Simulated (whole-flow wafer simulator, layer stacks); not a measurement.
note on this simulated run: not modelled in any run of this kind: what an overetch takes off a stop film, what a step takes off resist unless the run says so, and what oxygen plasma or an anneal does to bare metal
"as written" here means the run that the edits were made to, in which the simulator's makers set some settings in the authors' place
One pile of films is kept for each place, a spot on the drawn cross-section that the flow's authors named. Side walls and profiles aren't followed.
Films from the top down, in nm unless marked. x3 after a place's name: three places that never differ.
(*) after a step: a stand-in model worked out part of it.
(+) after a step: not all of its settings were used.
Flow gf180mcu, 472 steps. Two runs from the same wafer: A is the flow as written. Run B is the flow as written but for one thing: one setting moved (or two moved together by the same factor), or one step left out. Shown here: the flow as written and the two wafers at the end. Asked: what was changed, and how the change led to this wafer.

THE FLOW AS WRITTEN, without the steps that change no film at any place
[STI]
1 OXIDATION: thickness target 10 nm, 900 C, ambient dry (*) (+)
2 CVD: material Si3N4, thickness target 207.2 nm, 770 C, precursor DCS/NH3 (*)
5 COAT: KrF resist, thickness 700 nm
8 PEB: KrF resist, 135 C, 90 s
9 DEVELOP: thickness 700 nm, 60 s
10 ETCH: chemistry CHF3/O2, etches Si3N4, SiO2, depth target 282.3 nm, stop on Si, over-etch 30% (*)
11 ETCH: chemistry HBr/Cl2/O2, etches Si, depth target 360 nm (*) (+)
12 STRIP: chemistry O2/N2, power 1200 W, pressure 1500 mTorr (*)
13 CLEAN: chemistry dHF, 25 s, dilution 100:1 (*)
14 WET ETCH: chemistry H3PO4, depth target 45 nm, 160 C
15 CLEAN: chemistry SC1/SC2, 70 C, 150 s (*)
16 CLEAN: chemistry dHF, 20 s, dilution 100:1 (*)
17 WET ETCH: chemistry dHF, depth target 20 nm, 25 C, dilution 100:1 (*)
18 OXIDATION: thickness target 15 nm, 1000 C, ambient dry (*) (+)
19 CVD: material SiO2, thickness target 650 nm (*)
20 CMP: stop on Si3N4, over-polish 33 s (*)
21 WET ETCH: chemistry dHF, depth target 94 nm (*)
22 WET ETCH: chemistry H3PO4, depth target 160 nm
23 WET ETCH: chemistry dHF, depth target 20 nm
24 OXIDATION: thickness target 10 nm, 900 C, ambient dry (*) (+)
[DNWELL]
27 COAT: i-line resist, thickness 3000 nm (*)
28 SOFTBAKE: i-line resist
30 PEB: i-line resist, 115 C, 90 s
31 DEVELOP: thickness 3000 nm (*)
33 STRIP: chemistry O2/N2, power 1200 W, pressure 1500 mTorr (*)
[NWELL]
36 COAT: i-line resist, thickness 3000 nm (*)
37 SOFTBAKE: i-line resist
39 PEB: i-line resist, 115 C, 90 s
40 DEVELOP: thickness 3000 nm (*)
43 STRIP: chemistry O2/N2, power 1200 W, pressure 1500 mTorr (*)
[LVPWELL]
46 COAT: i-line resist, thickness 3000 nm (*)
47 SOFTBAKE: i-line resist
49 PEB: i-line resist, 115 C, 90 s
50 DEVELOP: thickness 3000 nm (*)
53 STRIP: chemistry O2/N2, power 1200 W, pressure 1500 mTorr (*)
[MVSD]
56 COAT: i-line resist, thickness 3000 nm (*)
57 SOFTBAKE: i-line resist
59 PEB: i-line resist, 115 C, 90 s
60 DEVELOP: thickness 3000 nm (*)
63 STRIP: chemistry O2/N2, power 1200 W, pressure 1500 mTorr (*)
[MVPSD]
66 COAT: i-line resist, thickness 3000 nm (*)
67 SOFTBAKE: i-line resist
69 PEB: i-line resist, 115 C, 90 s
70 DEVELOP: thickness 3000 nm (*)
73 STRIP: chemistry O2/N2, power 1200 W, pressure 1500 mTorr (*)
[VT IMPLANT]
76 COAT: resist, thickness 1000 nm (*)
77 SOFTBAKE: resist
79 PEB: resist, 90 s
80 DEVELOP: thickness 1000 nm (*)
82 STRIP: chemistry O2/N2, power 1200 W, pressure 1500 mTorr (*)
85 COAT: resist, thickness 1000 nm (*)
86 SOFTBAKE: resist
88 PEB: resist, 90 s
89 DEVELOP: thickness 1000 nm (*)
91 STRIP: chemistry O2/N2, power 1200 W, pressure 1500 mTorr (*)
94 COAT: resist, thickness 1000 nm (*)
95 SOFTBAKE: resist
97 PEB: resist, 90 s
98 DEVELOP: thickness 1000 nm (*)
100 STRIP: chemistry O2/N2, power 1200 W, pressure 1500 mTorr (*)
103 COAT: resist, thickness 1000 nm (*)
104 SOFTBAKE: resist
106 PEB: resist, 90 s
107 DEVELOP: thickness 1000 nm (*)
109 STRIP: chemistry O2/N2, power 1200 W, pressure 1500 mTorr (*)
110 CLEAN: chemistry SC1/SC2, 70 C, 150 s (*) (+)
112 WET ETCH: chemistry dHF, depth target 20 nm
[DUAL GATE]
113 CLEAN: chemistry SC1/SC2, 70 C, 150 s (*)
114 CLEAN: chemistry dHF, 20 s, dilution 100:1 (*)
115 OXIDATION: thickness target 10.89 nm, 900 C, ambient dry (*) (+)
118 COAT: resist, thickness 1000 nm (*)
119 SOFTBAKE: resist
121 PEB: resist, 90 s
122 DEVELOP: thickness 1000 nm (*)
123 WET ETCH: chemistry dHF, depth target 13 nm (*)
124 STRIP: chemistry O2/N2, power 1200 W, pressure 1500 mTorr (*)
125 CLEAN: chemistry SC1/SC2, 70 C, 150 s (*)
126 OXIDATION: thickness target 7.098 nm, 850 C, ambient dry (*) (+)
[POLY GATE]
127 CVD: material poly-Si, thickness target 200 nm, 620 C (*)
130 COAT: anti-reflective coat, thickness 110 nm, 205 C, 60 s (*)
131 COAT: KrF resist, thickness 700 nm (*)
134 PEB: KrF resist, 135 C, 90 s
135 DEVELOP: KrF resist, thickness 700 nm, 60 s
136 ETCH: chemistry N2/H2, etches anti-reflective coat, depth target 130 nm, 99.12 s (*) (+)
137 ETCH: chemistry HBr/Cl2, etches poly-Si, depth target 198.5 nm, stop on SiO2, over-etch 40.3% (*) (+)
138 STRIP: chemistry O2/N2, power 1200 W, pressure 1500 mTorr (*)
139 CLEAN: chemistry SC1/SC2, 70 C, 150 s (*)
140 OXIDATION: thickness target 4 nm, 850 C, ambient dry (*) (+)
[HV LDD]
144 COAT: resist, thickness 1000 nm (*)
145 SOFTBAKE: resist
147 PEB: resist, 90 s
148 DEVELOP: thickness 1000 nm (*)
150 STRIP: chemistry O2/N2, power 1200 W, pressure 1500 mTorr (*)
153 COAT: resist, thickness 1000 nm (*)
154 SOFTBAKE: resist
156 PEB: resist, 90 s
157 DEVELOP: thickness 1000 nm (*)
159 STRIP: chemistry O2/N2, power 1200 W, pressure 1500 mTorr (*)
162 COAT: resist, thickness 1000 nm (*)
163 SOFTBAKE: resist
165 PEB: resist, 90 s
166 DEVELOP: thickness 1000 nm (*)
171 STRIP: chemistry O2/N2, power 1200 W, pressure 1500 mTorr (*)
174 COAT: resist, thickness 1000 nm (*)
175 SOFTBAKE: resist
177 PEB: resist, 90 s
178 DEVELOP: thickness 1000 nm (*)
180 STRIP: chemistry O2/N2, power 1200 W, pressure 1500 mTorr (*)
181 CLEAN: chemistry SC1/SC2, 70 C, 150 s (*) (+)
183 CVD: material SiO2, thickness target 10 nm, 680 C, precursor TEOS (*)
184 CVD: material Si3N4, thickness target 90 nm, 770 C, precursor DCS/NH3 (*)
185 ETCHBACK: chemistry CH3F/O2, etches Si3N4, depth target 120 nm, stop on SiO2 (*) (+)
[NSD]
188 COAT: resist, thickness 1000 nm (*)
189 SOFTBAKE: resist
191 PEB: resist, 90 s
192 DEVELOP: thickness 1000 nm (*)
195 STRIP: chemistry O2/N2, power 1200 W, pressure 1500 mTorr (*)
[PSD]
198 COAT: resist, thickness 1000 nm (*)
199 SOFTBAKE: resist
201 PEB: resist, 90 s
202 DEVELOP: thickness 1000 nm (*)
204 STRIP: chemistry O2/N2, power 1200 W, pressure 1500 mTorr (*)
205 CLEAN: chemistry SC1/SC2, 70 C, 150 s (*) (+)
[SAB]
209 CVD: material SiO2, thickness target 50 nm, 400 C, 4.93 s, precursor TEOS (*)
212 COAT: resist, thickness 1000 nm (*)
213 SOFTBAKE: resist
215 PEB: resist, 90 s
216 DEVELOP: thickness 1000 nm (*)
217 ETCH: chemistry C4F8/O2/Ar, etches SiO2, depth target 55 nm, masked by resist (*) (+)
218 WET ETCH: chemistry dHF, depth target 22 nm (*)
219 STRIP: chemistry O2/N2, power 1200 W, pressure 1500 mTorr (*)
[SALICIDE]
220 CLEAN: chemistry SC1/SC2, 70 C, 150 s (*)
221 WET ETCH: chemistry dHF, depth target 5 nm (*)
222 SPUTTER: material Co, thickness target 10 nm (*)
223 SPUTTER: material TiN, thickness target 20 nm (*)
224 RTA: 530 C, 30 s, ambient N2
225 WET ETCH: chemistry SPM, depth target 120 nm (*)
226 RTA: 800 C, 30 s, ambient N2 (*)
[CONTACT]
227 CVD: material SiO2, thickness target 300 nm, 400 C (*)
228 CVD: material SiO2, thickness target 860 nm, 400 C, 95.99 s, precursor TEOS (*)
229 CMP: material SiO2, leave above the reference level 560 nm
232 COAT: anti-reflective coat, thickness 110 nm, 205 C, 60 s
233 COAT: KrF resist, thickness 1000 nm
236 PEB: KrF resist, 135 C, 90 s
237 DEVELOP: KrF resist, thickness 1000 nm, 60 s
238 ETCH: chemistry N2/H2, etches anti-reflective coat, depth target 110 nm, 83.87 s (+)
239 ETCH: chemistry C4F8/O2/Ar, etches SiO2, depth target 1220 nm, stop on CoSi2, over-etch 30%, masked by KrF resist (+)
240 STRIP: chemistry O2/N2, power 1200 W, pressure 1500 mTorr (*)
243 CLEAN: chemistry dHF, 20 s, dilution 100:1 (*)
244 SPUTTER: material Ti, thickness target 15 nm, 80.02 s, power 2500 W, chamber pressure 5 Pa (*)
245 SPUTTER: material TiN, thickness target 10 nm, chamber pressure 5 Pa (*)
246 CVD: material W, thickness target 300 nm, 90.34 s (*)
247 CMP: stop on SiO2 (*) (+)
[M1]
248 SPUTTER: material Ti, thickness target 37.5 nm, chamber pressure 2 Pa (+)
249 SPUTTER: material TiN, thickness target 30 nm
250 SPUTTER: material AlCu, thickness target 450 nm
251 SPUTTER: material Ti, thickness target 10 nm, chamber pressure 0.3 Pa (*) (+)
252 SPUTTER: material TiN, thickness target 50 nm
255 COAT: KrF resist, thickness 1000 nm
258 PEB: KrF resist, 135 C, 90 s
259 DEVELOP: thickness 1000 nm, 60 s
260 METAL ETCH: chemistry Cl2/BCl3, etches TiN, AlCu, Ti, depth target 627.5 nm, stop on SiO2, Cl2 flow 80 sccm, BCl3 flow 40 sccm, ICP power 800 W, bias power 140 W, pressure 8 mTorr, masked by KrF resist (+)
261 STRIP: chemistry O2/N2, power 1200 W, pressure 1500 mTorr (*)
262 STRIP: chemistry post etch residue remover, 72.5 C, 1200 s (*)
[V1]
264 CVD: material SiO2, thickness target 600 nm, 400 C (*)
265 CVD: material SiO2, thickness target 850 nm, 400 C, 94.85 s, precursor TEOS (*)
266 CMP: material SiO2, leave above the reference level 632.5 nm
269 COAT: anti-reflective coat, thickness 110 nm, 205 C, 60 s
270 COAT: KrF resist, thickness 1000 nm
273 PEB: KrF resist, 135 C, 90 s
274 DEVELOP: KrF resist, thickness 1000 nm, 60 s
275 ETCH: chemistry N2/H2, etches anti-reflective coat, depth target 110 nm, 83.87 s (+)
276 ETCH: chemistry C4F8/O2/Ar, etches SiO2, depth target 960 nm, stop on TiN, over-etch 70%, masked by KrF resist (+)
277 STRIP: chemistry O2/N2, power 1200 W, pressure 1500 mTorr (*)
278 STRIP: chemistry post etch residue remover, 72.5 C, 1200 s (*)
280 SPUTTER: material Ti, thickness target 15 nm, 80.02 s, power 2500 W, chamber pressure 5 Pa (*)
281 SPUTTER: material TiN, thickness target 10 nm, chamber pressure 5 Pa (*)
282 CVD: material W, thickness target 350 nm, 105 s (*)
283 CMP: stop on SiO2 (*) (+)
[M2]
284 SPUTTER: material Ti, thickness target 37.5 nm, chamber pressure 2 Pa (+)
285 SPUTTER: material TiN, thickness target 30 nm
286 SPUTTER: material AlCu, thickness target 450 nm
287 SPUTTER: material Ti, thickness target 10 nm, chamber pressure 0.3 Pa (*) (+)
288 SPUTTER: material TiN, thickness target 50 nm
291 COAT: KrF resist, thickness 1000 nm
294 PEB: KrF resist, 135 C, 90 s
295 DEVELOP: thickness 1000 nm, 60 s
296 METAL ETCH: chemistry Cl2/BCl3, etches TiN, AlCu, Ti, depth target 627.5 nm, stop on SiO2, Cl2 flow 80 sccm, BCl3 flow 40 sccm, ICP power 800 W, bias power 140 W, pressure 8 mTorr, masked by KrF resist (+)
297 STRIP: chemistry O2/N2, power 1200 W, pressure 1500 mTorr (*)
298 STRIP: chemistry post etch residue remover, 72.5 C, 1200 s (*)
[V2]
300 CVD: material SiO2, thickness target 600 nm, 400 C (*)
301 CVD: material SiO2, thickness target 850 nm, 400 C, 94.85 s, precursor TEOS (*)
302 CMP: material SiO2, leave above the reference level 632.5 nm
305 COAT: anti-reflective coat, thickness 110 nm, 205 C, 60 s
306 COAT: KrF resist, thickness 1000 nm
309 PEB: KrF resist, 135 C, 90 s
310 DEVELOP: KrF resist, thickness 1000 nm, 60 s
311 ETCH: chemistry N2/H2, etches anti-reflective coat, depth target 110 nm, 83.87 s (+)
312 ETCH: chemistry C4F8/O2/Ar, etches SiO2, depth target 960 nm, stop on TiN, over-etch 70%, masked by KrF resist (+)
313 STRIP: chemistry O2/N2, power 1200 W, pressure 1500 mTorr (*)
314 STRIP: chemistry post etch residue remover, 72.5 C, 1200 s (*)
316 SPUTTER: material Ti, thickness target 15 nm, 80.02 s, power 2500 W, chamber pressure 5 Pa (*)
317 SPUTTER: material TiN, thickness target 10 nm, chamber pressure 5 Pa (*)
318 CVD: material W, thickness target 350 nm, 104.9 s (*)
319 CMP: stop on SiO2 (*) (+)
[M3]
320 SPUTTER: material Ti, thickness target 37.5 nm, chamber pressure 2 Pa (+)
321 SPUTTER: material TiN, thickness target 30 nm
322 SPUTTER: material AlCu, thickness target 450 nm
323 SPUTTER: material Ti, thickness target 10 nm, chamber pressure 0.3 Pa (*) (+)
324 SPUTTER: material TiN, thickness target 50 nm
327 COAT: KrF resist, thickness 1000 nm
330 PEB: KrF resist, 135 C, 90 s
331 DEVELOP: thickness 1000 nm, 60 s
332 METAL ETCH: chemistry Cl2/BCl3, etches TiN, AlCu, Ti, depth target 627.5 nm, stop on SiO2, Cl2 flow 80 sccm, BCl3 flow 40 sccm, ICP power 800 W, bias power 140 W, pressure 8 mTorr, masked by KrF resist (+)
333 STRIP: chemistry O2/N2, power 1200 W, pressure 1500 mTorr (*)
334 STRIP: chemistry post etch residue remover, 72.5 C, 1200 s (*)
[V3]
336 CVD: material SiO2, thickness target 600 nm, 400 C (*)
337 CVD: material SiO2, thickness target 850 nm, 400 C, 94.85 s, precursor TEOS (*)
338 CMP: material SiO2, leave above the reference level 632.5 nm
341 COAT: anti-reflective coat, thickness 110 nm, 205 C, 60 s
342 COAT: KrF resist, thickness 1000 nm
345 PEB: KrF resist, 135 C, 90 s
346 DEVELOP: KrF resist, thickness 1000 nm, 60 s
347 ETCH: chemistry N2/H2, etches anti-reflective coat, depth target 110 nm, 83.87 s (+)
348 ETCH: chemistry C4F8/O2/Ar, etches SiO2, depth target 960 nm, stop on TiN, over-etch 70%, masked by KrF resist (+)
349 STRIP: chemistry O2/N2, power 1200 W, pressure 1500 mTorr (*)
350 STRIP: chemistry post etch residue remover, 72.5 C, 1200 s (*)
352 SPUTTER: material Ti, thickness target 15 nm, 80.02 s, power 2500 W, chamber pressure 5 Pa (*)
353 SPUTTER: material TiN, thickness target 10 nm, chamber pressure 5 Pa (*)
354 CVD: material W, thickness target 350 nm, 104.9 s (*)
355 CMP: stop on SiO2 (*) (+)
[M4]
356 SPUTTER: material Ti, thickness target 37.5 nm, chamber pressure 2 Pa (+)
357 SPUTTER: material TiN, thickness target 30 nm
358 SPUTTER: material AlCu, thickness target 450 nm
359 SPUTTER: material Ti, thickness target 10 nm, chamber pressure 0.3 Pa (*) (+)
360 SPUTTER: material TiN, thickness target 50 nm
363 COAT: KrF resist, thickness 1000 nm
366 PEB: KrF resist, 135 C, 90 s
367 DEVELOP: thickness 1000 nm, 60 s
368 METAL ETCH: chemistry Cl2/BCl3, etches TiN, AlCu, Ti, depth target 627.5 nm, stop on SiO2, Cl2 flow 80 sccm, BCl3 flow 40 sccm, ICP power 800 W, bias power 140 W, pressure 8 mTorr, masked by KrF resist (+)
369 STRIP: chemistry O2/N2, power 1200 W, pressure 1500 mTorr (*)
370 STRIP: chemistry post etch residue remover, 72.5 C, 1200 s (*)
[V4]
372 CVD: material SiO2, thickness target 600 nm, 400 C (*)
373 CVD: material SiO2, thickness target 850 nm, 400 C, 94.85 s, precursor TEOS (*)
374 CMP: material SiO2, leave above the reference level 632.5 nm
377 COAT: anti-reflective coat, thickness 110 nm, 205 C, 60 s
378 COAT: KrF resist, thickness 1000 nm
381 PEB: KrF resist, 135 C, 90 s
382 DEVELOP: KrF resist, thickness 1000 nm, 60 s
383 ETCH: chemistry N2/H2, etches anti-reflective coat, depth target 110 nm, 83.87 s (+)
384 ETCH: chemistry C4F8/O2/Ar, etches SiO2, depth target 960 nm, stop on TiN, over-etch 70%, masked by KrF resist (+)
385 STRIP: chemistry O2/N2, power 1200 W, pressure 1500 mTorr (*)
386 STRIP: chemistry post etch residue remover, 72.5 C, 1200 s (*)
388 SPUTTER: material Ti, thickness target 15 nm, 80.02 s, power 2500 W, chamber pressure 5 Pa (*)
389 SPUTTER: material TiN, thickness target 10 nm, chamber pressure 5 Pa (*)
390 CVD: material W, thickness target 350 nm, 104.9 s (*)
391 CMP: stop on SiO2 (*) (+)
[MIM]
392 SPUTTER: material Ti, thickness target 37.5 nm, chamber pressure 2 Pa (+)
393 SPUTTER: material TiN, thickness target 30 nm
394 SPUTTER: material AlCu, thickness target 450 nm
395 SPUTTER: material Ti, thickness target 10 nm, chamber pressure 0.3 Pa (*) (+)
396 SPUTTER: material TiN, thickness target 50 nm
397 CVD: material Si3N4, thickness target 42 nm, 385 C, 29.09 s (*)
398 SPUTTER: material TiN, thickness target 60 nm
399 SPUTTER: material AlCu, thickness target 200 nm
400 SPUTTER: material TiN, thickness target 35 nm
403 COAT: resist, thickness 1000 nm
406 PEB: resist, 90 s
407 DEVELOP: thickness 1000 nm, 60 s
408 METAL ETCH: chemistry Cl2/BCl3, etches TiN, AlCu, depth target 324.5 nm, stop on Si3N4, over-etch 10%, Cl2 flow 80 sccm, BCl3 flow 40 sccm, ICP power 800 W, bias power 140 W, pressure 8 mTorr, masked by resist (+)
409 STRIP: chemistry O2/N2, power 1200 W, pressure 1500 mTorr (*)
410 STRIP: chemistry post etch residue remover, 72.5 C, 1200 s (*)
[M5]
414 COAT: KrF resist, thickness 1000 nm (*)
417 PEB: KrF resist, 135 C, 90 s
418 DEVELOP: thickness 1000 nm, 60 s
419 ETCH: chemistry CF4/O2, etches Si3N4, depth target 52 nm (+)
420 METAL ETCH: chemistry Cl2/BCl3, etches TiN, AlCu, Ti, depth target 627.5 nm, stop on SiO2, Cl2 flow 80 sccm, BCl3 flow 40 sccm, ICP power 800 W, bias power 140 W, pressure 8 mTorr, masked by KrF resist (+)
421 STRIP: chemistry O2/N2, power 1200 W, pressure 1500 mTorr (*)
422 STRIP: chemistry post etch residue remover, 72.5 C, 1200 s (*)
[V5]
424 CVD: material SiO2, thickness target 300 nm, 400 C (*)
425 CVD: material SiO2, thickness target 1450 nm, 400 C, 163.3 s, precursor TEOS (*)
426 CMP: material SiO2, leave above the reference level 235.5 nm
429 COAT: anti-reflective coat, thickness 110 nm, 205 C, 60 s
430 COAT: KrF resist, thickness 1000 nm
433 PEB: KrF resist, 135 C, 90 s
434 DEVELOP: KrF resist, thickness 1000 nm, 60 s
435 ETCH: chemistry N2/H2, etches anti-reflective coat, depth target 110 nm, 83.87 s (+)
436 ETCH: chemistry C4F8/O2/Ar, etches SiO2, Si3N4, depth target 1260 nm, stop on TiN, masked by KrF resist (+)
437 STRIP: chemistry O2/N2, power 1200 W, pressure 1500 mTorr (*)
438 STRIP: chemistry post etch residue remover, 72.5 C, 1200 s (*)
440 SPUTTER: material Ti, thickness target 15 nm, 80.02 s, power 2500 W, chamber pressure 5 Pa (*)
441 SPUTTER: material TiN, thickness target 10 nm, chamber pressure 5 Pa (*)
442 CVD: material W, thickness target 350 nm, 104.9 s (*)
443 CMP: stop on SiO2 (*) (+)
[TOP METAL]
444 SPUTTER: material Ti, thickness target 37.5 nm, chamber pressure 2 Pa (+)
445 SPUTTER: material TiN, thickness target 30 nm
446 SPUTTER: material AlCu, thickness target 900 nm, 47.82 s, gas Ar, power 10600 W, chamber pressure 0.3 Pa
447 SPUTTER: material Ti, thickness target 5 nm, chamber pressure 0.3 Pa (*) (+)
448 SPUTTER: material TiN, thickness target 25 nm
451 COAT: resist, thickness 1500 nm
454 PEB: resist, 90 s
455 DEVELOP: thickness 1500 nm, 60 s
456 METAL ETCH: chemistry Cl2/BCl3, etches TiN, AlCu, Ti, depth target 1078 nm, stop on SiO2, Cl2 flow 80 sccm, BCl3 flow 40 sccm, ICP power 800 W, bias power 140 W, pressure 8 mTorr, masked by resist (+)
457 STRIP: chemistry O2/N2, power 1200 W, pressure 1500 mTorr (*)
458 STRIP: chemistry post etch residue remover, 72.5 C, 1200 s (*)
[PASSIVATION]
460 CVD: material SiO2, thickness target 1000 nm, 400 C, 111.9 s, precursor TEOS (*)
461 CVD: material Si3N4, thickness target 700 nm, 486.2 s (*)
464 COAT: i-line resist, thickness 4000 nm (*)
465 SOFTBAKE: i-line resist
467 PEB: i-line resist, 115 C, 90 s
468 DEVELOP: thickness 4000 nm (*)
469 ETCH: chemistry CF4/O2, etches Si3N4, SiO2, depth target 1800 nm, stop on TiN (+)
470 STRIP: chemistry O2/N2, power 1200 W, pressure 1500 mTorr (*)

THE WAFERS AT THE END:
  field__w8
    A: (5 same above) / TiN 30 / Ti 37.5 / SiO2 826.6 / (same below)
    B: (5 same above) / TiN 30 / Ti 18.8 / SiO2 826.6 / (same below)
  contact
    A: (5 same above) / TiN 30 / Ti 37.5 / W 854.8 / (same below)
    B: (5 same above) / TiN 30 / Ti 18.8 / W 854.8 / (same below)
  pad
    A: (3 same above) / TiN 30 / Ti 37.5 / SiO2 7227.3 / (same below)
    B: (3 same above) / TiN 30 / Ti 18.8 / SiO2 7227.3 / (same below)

The cause: step 444, SPUTTER: thickness target 18.75 nm was run, where the flow has thickness target 37.5 nm.
It can be read off the wafer: field__w8 has Ti 18.8, and step 444 as written asks for 37.5 nm.

How the change led to this, step by step:
  444 SPUTTER: material Ti, thickness target 37.5 nm, chamber pressure 2 Pa (+)
      field, field__w1, field__w2 and 109 more: A Ti +37.5 (new film) | B Ti +18.8 (new film)
  456 METAL ETCH: chemistry Cl2/BCl3, etches TiN, AlCu, Ti, depth target 1078 nm, stop on SiO2, Cl2 flow 80 sccm, BCl3 flow 40 sccm, ICP power 800 W, bias power 140 W, pressure 8 mTorr, masked by resist (+)
      field, field__w1, field__w2 and 103 more: A TiN -25 (all of it), Ti -5 (all of it), AlCu -900 (all of it), TiN -30 (all of it), Ti -37.5 (all of it) | B TiN -25 (all of it), Ti -5 (all of it), AlCu -900 (all of it), TiN -30 (all of it), Ti -18.8 (all of it)
  465 SOFTBAKE: i-line resist
      field__w5, field__w9: A i-line resist +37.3 | B i-line resist +36.3
      field__w13, nw_enc_fld_lv__w4: A i-line resist +37.9 | B i-line resist +36.9
      (and at 60 more places)
